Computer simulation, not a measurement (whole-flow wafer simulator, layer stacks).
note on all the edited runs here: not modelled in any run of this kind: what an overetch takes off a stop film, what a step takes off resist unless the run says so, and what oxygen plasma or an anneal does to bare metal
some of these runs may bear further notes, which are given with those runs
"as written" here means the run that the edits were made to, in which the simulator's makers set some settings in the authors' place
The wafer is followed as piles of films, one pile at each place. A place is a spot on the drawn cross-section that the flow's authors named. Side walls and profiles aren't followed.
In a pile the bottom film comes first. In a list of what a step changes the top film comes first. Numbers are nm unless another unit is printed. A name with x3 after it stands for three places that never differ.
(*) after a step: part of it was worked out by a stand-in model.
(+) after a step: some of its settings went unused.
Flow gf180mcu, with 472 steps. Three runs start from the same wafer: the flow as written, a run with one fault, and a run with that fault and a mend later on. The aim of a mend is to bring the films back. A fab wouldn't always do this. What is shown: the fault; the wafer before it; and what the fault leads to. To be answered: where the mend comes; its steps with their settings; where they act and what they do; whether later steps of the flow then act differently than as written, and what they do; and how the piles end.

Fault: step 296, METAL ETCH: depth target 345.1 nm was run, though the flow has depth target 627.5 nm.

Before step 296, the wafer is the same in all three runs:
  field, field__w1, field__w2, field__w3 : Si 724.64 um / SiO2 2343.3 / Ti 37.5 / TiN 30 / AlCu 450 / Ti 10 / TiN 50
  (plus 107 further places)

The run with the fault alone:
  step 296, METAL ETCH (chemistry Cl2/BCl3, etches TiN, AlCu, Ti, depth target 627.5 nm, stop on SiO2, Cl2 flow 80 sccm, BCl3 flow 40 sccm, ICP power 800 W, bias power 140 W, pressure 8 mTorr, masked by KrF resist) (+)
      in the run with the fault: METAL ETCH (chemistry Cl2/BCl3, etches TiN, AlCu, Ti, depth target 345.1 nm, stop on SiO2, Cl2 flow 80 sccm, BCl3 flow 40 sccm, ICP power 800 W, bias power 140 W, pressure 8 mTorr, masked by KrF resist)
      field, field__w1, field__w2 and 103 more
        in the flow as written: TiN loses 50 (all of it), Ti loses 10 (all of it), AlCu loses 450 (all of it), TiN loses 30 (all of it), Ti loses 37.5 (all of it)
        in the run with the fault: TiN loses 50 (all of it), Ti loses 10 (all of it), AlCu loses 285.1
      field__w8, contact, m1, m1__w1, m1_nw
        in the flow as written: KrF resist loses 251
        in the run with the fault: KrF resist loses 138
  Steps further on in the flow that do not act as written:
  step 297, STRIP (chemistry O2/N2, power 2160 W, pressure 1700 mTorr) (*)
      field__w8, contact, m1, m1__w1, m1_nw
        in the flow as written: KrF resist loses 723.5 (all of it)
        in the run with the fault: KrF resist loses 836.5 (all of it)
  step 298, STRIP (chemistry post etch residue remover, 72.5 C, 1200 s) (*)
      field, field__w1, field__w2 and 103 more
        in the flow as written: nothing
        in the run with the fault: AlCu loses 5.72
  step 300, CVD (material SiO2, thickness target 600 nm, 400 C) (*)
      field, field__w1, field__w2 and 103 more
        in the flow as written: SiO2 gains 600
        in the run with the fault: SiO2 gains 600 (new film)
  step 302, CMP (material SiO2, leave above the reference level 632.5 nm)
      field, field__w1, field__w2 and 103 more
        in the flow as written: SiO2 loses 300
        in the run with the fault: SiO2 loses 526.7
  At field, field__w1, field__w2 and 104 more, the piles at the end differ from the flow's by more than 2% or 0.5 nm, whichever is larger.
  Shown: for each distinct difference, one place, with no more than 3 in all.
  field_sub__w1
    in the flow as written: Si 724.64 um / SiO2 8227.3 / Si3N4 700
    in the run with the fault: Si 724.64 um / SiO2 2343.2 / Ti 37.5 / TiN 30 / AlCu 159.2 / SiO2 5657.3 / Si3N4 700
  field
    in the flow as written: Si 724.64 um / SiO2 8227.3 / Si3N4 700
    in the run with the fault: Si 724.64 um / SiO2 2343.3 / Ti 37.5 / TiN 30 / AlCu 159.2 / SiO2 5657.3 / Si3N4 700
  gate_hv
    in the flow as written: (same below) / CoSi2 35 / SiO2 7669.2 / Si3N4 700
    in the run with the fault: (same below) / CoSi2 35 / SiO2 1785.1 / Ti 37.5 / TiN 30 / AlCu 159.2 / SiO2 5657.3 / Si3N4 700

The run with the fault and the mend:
  The mend stands after step 296.
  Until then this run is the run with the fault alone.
  step 296a, METAL ETCH (chemistry Cl2/BCl3, etches TiN, AlCu, Ti, depth target 282.4 nm, stop on SiO2, Cl2 flow 80 sccm, BCl3 flow 40 sccm, ICP power 800 W, bias power 140 W, pressure 8 mTorr, masked by KrF resist) (+) (a further turn of the flow's step 296, with different settings)
      field, field__w1, field__w2 and 103 more
        AlCu loses 164.9 (all of it), TiN loses 30 (all of it), Ti loses 37.5 (all of it)
      field__w8, contact, m1, m1__w1, m1_nw
        KrF resist loses 113
  Every later step of the flow that is run acts as written at every place that is followed.
  By the end, the piles equal the flow's at every place that both follow.
